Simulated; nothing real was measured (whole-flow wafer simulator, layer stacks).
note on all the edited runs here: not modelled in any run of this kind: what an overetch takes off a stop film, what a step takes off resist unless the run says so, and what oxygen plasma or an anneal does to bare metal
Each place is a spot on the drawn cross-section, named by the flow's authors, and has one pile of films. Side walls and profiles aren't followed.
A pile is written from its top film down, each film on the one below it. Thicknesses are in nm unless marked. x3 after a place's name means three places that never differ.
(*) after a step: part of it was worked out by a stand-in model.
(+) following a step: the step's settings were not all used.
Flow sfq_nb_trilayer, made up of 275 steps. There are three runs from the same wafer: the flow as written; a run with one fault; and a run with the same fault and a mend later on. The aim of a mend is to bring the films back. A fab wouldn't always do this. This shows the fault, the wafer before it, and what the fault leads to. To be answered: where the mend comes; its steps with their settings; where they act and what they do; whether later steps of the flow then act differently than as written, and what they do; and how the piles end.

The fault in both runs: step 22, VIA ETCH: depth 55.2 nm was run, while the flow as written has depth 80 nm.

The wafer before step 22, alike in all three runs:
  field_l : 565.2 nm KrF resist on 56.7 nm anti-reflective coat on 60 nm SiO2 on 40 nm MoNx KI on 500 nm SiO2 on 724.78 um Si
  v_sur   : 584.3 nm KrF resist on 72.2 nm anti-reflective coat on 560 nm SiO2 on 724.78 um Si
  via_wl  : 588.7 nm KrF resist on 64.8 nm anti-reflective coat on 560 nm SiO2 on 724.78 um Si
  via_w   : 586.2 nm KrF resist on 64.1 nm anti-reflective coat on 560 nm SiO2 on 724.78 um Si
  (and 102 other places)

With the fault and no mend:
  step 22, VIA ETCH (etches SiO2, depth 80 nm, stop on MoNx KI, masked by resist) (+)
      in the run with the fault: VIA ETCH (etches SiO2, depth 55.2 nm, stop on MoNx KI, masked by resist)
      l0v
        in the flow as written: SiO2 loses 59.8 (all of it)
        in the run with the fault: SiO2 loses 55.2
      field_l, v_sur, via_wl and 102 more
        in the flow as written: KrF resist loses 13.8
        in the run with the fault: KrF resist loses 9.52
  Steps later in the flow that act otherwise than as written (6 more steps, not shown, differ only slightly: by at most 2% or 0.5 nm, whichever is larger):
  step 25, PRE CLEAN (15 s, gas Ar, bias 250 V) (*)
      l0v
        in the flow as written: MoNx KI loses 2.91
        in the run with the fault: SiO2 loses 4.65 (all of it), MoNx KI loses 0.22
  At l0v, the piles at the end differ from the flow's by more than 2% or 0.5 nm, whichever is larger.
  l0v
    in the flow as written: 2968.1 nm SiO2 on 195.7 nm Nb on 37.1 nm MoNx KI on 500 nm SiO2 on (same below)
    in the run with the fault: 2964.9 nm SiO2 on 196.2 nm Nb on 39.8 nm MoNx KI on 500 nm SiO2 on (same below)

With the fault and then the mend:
  The mend follows step 22.
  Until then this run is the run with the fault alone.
  step 22a, VIA ETCH (etches SiO2, depth 24.8 nm, stop on MoNx KI, masked by resist) (+) (the flow's step 22 again, with other settings)
      field_l, v_sur, via_wl and 102 more
        KrF resist loses 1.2
      l0v
        SiO2 loses 4.65 (all of it)
  None of the later steps of the flow differs from how it acts as written, at any place that is followed, by more than 2% or 0.5 nm, whichever is larger.
  By the end, the piles equal the flow's at every place that both follow.
